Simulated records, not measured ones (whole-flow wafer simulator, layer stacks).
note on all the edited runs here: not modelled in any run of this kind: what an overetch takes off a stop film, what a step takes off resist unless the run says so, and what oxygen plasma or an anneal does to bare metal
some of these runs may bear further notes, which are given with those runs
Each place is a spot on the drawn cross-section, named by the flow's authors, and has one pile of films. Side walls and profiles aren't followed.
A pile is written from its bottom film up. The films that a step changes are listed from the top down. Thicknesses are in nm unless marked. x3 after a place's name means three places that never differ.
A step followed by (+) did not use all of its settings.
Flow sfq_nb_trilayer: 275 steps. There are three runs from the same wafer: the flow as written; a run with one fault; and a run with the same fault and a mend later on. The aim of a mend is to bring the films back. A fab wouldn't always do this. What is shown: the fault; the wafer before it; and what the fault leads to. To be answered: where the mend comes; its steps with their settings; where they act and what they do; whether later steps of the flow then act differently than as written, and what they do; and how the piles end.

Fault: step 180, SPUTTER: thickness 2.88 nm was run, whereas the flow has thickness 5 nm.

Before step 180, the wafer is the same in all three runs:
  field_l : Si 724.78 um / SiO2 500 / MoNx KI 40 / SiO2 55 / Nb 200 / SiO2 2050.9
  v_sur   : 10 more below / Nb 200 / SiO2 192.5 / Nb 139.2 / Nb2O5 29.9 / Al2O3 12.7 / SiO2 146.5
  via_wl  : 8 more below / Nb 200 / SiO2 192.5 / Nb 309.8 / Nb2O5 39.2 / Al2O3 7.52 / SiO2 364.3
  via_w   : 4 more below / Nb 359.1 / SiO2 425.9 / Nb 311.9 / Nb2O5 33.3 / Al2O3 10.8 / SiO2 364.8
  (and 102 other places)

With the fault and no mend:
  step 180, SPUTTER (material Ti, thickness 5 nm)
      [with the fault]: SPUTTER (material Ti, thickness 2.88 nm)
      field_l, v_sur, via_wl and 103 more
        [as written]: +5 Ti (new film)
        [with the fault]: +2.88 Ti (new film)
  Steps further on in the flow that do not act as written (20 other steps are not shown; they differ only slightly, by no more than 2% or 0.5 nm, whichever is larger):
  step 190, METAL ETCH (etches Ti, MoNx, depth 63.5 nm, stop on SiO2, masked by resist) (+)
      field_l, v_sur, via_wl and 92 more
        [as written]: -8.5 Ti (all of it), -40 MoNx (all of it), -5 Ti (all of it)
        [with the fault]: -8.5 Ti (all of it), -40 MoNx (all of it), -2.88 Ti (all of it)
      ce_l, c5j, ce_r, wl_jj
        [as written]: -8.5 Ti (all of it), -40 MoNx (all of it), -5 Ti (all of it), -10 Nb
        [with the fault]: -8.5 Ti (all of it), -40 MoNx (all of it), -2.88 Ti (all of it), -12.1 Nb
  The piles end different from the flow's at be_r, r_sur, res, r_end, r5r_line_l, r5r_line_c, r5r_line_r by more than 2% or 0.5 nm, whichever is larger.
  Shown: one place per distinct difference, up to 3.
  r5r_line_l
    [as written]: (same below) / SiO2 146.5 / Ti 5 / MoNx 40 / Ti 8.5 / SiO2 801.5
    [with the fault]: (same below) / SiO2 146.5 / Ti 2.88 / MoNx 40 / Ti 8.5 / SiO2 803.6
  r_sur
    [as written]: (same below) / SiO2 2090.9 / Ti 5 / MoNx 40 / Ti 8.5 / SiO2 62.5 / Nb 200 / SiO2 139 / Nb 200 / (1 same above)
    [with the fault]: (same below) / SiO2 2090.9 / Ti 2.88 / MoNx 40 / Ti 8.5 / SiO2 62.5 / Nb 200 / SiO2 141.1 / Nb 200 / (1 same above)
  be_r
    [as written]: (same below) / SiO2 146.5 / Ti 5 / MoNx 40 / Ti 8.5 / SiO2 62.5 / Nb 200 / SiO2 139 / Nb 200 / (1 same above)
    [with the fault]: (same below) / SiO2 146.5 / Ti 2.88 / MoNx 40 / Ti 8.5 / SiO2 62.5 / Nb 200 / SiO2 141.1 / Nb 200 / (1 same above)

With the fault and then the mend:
  The mend stands after step 180.
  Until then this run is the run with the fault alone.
  step 180a, SPUTTER (material Ti, thickness 2.12 nm) (a further turn of the flow's step 180, with different settings)
      field_l, v_sur, via_wl and 103 more
        +2.12 Ti
  Later steps of the flow that are run all act as written at every place that is followed.
  At every place that both follow, the piles at the end match the flow's.
